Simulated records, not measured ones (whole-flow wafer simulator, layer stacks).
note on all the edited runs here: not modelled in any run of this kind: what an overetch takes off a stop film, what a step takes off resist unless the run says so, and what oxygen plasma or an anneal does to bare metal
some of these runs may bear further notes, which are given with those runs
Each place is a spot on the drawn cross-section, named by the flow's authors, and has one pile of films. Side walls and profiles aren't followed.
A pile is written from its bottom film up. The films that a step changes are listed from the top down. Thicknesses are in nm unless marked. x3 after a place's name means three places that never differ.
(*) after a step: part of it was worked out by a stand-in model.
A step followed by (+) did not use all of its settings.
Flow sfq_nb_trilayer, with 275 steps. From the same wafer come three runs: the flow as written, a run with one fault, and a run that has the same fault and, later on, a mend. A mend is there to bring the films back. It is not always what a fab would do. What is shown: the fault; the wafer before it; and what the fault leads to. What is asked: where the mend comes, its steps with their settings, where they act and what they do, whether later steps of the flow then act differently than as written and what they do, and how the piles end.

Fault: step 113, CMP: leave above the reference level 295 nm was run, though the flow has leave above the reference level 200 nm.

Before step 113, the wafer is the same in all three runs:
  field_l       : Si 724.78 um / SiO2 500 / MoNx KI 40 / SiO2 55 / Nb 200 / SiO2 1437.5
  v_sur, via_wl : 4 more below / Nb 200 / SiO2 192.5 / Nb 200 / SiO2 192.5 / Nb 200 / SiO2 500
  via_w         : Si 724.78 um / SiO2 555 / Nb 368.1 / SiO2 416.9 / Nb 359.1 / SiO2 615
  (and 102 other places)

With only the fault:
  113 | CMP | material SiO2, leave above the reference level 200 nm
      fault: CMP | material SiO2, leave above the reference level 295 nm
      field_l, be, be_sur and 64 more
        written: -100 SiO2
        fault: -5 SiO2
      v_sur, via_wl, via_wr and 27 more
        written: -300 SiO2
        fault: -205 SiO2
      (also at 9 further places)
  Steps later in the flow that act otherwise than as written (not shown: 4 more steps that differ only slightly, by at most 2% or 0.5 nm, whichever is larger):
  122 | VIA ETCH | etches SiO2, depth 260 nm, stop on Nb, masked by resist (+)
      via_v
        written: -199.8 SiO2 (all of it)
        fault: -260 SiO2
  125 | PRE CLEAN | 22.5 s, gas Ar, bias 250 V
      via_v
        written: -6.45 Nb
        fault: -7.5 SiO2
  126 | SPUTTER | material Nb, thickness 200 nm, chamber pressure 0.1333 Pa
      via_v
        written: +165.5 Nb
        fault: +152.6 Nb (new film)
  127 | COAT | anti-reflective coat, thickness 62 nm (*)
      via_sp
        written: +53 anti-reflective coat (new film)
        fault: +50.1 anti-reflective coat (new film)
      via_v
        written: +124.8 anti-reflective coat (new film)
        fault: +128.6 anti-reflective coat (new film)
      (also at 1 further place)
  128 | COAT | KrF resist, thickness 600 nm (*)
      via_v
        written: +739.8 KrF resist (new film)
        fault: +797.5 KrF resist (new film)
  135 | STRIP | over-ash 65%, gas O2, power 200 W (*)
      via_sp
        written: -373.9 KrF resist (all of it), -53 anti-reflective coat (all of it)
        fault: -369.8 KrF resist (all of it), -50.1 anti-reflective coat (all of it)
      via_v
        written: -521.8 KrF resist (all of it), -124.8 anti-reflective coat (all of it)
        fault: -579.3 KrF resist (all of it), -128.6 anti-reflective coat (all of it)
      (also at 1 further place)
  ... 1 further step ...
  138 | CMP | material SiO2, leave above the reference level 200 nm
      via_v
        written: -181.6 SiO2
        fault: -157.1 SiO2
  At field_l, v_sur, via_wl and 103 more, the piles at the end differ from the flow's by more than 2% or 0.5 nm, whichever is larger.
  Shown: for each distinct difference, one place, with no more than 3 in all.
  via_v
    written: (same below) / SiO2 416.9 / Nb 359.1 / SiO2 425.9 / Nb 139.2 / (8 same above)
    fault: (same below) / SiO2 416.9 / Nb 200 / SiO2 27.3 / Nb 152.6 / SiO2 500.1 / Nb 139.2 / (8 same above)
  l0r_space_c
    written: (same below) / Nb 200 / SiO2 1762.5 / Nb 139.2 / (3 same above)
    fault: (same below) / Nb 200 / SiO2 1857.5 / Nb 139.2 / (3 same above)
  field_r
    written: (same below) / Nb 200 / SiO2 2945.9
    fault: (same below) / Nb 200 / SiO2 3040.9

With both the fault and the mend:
  After step 114 comes the mend.
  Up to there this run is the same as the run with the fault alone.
  114a | CMP | material SiO2, leave above the reference level 200 nm (a further turn of the flow's step 113)
      field_l, v_sur, via_wl and 103 more
        -95 SiO2
  Later steps of the flow that are run all act as written at every place that is followed.
  By the end, the piles equal the flow's at every place that both follow.
